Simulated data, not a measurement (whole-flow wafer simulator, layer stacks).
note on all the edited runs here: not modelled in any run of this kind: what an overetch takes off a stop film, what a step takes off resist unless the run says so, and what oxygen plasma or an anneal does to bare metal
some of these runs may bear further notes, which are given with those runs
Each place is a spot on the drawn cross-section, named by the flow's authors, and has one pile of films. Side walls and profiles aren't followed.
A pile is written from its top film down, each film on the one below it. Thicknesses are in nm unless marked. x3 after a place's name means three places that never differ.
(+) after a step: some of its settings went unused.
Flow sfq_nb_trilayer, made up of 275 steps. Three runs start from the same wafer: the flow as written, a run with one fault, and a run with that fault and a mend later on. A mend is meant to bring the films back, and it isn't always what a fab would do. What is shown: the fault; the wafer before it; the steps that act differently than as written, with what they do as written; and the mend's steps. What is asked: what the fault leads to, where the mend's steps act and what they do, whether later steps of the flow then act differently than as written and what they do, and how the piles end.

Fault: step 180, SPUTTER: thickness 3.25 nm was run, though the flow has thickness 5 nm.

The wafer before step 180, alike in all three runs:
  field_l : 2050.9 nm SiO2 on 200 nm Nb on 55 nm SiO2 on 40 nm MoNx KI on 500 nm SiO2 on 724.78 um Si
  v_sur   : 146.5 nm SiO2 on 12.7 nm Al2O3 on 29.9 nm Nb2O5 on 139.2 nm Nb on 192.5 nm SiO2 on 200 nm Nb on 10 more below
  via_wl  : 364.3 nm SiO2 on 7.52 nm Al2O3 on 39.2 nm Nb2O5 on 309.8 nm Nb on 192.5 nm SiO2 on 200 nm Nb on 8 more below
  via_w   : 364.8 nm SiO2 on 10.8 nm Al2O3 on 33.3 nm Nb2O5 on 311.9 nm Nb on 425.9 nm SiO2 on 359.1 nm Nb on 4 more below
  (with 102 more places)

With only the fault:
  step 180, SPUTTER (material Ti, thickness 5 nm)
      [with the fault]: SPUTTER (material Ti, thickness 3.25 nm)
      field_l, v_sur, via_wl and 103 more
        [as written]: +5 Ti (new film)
        [with the fault]: +3.25 Ti (new film)
  Steps further on in the flow that do not act as written (20 more steps, not shown, differ only slightly: by at most 2% or 0.5 nm, whichever is larger):
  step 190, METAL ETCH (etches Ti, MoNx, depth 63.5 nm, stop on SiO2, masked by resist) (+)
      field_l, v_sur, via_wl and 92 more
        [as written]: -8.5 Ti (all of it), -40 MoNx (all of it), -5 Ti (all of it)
        [with the fault]: -8.5 Ti (all of it), -40 MoNx (all of it), -3.25 Ti (all of it)
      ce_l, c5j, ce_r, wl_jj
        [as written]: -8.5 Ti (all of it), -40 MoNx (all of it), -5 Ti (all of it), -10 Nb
        [with the fault]: -8.5 Ti (all of it), -40 MoNx (all of it), -3.25 Ti (all of it), -11.8 Nb
  At be_r, r_sur, res, r_end, r5r_line_l, r5r_line_c, r5r_line_r, the piles at the end differ from the flow's by more than 2% or 0.5 nm, whichever is larger.
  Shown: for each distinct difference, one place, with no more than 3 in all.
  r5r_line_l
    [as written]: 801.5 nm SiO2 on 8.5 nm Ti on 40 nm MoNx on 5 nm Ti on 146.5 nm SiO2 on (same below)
    [with the fault]: 803.2 nm SiO2 on 8.5 nm Ti on 40 nm MoNx on 3.25 nm Ti on 146.5 nm SiO2 on (same below)
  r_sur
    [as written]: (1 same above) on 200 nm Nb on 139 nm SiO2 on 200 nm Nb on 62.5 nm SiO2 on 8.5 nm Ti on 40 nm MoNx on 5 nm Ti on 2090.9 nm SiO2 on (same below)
    [with the fault]: (1 same above) on 200 nm Nb on 140.8 nm SiO2 on 200 nm Nb on 62.5 nm SiO2 on 8.5 nm Ti on 40 nm MoNx on 3.25 nm Ti on 2090.9 nm SiO2 on (same below)
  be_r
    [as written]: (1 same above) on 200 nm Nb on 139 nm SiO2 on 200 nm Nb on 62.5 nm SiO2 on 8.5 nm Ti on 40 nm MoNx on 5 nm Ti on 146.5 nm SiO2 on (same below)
    [with the fault]: (1 same above) on 200 nm Nb on 140.8 nm SiO2 on 200 nm Nb on 62.5 nm SiO2 on 8.5 nm Ti on 40 nm MoNx on 3.25 nm Ti on 146.5 nm SiO2 on (same below)

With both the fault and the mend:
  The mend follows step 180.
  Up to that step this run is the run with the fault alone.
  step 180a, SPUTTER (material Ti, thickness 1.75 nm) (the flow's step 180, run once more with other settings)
      field_l, v_sur, via_wl and 103 more
        +1.75 Ti
  Later steps of the flow that are run all act as written at every place that is followed.
  At every place that both follow, the piles at the end match the flow's.
